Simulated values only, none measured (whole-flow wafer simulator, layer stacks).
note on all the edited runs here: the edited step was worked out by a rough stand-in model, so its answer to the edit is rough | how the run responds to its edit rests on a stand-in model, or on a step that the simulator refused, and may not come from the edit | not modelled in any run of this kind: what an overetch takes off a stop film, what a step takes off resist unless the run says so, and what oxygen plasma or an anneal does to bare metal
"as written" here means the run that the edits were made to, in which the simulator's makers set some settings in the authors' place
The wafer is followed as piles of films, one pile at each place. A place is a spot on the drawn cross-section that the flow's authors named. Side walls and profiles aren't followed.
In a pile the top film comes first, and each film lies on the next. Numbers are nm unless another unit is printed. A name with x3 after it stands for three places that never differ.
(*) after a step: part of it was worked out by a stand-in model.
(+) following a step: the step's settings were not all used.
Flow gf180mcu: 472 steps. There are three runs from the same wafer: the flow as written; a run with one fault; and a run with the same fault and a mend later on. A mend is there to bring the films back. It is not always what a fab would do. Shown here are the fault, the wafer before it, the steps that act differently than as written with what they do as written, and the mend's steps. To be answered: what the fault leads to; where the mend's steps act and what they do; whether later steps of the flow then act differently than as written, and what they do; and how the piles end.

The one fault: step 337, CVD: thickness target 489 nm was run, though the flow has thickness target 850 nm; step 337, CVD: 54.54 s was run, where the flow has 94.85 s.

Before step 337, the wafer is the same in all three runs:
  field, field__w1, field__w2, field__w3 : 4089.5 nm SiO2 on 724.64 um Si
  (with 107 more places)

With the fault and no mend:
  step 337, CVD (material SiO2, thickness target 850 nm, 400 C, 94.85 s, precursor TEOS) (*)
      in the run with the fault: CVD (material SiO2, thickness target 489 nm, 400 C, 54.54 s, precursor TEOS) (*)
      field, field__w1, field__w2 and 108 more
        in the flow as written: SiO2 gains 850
        in the run with the fault: SiO2 gains 496.5
  Later steps of the flow acting differently than as written (not shown: 5 more steps that differ only slightly, by at most 2% or 0.5 nm, whichever is larger):
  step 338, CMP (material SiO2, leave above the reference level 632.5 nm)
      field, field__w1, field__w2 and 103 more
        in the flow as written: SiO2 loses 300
        in the run with the fault: nothing
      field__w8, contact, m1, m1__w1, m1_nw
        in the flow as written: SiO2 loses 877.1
        in the run with the fault: SiO2 loses 523.6
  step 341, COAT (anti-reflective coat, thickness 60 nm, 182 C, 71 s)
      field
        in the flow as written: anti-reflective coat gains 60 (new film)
        in the run with the fault: anti-reflective coat gains 81.2 (new film)
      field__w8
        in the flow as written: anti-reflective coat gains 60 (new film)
        in the run with the fault: anti-reflective coat gains 30.7 (new film)
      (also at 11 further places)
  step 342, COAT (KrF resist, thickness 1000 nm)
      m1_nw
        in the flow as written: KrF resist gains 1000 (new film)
        in the run with the fault: KrF resist gains 978.4 (new film)
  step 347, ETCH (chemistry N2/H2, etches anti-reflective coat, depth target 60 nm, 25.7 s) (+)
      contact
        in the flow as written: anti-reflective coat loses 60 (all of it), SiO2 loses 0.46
        in the run with the fault: anti-reflective coat loses 32.4 (all of it), SiO2 loses 1.17
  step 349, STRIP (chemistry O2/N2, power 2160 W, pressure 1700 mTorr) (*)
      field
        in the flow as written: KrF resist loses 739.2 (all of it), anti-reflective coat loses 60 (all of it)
        in the run with the fault: KrF resist loses 728.9 (all of it), anti-reflective coat loses 81.2 (all of it)
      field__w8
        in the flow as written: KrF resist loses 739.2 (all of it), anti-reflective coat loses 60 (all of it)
        in the run with the fault: KrF resist loses 733.6 (all of it), anti-reflective coat loses 30.7 (all of it)
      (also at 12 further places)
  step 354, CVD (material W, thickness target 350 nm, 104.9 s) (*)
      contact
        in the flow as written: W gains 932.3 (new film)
        in the run with the fault: W gains 878.3 (new film)
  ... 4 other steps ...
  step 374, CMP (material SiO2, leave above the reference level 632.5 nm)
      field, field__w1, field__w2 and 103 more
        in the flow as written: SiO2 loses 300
        in the run with the fault: SiO2 loses 291.3
  At field, field__w1, field__w2 and 109 more, the piles at the end differ from the flow's by more than 2% or 0.5 nm, whichever is larger.
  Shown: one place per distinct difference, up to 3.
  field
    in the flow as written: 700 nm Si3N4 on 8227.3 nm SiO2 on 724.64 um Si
    in the run with the fault: 700 nm Si3N4 on 3600.3 nm SiO2 on 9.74 nm TiN on 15 nm Ti on 4586 nm SiO2 on 724.64 um Si
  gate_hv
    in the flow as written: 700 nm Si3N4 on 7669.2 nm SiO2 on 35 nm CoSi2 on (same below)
    in the run with the fault: 700 nm Si3N4 on 3600.3 nm SiO2 on 9.74 nm TiN on 15 nm Ti on 4027.9 nm SiO2 on 35 nm CoSi2 on (same below)
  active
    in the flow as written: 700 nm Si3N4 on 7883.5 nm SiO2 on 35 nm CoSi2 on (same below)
    in the run with the fault: 700 nm Si3N4 on 3600.3 nm SiO2 on 9.74 nm TiN on 15 nm Ti on 4242.2 nm SiO2 on 35 nm CoSi2 on (same below)

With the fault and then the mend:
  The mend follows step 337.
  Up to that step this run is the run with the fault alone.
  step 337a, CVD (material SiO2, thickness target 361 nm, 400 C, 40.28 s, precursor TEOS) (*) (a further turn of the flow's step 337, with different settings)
      field, field__w1, field__w2 and 108 more
        SiO2 gains 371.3
  Later steps of the flow acting differently than as written:
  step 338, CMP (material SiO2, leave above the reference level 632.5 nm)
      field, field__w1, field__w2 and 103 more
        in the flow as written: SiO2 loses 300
        in the run with the mend: SiO2 loses 317.8
  At every place that both follow, the piles at the end match the flow's.
